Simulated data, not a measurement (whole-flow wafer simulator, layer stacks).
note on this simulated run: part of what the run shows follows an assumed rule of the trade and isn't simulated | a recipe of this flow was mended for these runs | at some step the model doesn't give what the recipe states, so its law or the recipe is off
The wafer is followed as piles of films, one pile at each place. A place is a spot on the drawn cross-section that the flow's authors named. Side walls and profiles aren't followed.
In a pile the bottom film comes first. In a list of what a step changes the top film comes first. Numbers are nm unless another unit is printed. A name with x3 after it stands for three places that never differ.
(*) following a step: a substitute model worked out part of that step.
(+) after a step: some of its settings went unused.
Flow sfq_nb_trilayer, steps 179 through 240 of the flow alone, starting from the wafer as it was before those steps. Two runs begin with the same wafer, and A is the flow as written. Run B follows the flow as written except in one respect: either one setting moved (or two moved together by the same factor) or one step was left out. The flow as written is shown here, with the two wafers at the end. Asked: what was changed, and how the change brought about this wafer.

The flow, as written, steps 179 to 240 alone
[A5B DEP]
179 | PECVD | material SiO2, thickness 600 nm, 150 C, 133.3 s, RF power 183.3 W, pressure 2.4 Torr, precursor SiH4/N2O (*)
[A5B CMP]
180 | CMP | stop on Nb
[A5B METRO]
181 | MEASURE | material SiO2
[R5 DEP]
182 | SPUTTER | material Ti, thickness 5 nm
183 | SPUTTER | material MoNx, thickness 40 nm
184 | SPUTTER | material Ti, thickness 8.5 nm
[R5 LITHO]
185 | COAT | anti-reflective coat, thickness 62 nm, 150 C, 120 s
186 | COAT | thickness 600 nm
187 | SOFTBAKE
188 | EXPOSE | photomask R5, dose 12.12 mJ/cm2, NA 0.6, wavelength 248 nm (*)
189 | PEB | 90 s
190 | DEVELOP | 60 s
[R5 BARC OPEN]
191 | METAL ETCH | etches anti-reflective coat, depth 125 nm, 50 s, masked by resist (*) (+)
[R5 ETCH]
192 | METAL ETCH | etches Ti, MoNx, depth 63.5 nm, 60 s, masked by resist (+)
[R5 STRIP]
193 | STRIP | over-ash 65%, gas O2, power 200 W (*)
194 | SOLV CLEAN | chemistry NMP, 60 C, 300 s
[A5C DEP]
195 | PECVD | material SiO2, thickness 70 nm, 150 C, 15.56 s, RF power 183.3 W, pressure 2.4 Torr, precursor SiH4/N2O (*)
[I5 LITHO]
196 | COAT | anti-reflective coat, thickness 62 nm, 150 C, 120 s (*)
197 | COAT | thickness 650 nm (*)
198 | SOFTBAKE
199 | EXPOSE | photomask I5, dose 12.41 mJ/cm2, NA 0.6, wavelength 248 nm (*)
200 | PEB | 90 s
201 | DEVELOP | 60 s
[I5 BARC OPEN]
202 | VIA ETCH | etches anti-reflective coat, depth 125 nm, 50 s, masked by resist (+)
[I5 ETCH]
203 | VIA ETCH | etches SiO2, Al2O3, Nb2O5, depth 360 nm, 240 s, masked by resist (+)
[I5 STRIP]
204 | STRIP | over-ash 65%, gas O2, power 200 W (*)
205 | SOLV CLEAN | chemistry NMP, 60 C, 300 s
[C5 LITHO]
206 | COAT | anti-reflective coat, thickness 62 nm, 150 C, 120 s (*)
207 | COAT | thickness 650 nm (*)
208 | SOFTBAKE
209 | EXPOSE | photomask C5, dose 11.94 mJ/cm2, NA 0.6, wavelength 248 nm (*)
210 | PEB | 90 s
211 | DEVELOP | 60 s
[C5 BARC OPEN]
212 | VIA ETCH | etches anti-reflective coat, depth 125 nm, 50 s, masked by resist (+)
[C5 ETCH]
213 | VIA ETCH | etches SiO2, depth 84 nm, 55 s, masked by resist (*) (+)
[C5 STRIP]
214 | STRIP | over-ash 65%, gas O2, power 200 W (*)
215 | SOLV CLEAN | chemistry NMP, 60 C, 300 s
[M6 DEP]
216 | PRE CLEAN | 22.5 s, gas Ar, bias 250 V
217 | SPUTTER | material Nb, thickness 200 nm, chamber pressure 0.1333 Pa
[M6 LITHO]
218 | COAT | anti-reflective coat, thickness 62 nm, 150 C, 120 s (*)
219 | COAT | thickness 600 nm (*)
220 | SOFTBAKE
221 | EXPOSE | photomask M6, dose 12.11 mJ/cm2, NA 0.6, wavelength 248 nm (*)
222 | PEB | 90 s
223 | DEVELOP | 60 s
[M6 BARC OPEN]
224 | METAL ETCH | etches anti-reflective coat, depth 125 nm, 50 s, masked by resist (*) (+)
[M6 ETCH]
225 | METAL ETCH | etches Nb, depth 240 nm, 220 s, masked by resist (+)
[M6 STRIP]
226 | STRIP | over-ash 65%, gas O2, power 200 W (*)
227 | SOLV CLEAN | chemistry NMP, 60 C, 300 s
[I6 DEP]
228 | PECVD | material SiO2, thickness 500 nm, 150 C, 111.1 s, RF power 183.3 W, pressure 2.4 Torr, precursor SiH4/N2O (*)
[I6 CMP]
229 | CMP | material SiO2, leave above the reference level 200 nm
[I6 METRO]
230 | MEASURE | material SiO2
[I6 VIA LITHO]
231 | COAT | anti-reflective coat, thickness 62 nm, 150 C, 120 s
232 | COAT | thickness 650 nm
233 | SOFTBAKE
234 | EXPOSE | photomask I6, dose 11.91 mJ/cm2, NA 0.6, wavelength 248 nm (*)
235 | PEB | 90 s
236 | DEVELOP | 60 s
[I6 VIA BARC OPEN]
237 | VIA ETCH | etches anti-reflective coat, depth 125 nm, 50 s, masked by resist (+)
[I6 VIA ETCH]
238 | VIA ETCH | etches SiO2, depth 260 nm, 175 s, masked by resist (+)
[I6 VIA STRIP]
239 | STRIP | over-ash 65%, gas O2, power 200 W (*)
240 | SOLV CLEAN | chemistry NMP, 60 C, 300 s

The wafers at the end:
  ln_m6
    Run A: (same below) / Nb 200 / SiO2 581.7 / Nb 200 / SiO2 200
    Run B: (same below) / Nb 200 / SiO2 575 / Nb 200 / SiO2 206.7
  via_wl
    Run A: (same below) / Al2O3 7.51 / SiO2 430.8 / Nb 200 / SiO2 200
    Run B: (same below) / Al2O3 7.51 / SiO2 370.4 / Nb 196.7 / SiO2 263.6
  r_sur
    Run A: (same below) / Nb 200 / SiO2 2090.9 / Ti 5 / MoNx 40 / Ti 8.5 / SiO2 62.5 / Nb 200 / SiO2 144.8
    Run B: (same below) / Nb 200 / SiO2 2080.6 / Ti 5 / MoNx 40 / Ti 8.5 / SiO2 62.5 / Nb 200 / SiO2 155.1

The reason: step 179, PECVD: thickness 330 nm was run, while the flow as written has thickness 600 nm; step 179, PECVD: 73.33 s was run, where the flow has 133.3 s.

Step by step, how the change led to this:
  179 | PECVD | material SiO2, thickness 600 nm, 150 C, 133.3 s, RF power 183.3 W, pressure 2.4 Torr, precursor SiH4/N2O (*)
      v_sur, via_sp, via_v and 47 more: A SiO2 gains 600 (new film) | B SiO2 gains 330 (new film)
      field_l, lsp_m, ln_m6 and 44 more: A SiO2 gains 600 | B SiO2 gains 330
      (and at 9 other places as well)
  180 | CMP | stop on Nb
      field_l, lsp_m, ln_m6 and 44 more: A SiO2 loses 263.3 | B nothing
      r_sur, res, r_end, moat, field_r, lsp_l: A SiO2 loses 256.4 | B nothing
      (and at 53 other places as well)
  182 | SPUTTER | material Ti, thickness 5 nm
      via_wl, via_wr: A Ti gains 5 (new film) | B Ti gains 4.32 (new film)
  183 | SPUTTER | material MoNx, thickness 40 nm
      via_wl, via_wr: A MoNx gains 40 (new film) | B MoNx gains 35 (new film)
  184 | SPUTTER | material Ti, thickness 8.5 nm
      via_wl, via_wr: A Ti gains 8.5 (new film) | B Ti gains 7.25 (new film)
  185 | COAT | anti-reflective coat, thickness 62 nm, 150 C, 120 s
      wl_b_sl, wl_b_sr, wl_e_sl, wl_e_sr: A anti-reflective coat gains 62 (new film) | B anti-reflective coat gains 63.4 (new film)
      wl_b_m5, wl_e_m5, wl_g_m5: A anti-reflective coat gains 62 (new film) | B anti-reflective coat gains 57.9 (new film)
      (and at 23 other places as well)
  186 | COAT | thickness 600 nm
      via_wl: A KrF-resist-other-grade gains 600 (new film) | B KrF-resist-other-grade gains 613.1 (new film)
      via_w: A KrF-resist-other-grade gains 600 (new film) | B KrF-resist-other-grade gains 615.7 (new film)
      (and at 1 other place as well)
  190 | DEVELOP | 60 s
      via_wl: A KrF-resist-other-grade loses 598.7 (all of it) | B KrF-resist-other-grade loses 611.9 (all of it)
      via_w: A KrF-resist-other-grade loses 598.7 (all of it) | B KrF-resist-other-grade loses 614.4 (all of it)
      (and at 1 other place as well)
  191 | METAL ETCH | etches anti-reflective coat, depth 125 nm, 50 s, masked by resist (*) (+)
      wl_b_sl, wl_b_sr, wl_e_sl, wl_e_sr: A anti-reflective coat loses 62 (all of it) | B anti-reflective coat loses 63.4 (all of it)
      wl_b_m5, wl_e_m5, wl_g_m5: A anti-reflective coat loses 62 (all of it) | B anti-reflective coat loses 57.9 (all of it)
      (and at 20 other places as well)
  192 | METAL ETCH | etches Ti, MoNx, depth 63.5 nm, 60 s, masked by resist (+)
      via_wl, via_wr: A Ti loses 8.5 (all of it), MoNx loses 40 (all of it), Ti loses 5 (all of it), SiO2 loses 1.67 | B Ti loses 7.25 (all of it), MoNx loses 35 (all of it), Ti loses 4.32 (all of it), SiO2 loses 2.82
  193 | STRIP | over-ash 65%, gas O2, power 200 W (*)
      be_r: A KrF-resist-other-grade loses 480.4 (all of it), anti-reflective coat loses 62 (all of it) | B KrF-resist-other-grade loses 478.5 (all of it), anti-reflective coat loses 59.1 (all of it)
      r_sur: A KrF-resist-other-grade loses 480.4 (all of it), anti-reflective coat loses 62 (all of it) | B KrF-resist-other-grade loses 480.5 (all of it), anti-reflective coat loses 66 (all of it)
      (and at 1 other place as well)
  196 | COAT | anti-reflective coat, thickness 62 nm, 150 C, 120 s (*)
      wl_b_sl, wl_b_sr, wl_e_sl, wl_e_sr: A anti-reflective coat gains 62 (new film) | B anti-reflective coat gains 63.4 (new film)
      wl_b_m5, wl_e_m5: A anti-reflective coat gains 62 (new film) | B anti-reflective coat gains 58 (new film)
      (and at 23 other places as well)
  197 | COAT | thickness 650 nm (*)
      via_w: A KrF-resist-other-grade gains 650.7 (new film) | B KrF-resist-other-grade gains 664.5 (new film)
  204 | STRIP | over-ash 65%, gas O2, power 200 W (*)
      wl_b_sr, wl_e_sl, wl_e_sr: A KrF-resist-other-grade loses 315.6 (all of it), anti-reflective coat loses 62 (all of it) | B KrF-resist-other-grade loses 315.5 (all of it), anti-reflective coat loses 63.4 (all of it)
      wl_b_m5, wl_e_m5: A KrF-resist-other-grade loses 315.6 (all of it), anti-reflective coat loses 62 (all of it) | B KrF-resist-other-grade loses 314.5 (all of it), anti-reflective coat loses 58 (all of it)
      (and at 24 other places as well)
  206 | COAT | anti-reflective coat, thickness 62 nm, 150 C, 120 s (*)
      wl_b_sl, wl_b_sr, wl_e_sl, wl_e_sr: A anti-reflective coat gains 62 (new film) | B anti-reflective coat gains 63.4 (new film)
      wl_b_m5, wl_e_m5: A anti-reflective coat gains 62 (new film) | B anti-reflective coat gains 58 (new film)
      (and at 25 other places as well)
  207 | COAT | thickness 650 nm (*)
      via_w: A KrF-resist-other-grade gains 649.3 (new film) | B KrF-resist-other-grade gains 663.2 (new film)
  ... 6 further steps ...
  229 | CMP | material SiO2, leave above the reference level 200 nm
      field_l, p4_fl, p4_fm and 35 more: A SiO2 loses 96 | B SiO2 loses 89.3
      ln_m6, wl_a_m6, wl_c_m6, wl_f_m6: A SiO2 loses 300 | B SiO2 loses 293.3
      (and at 14 other places as well)
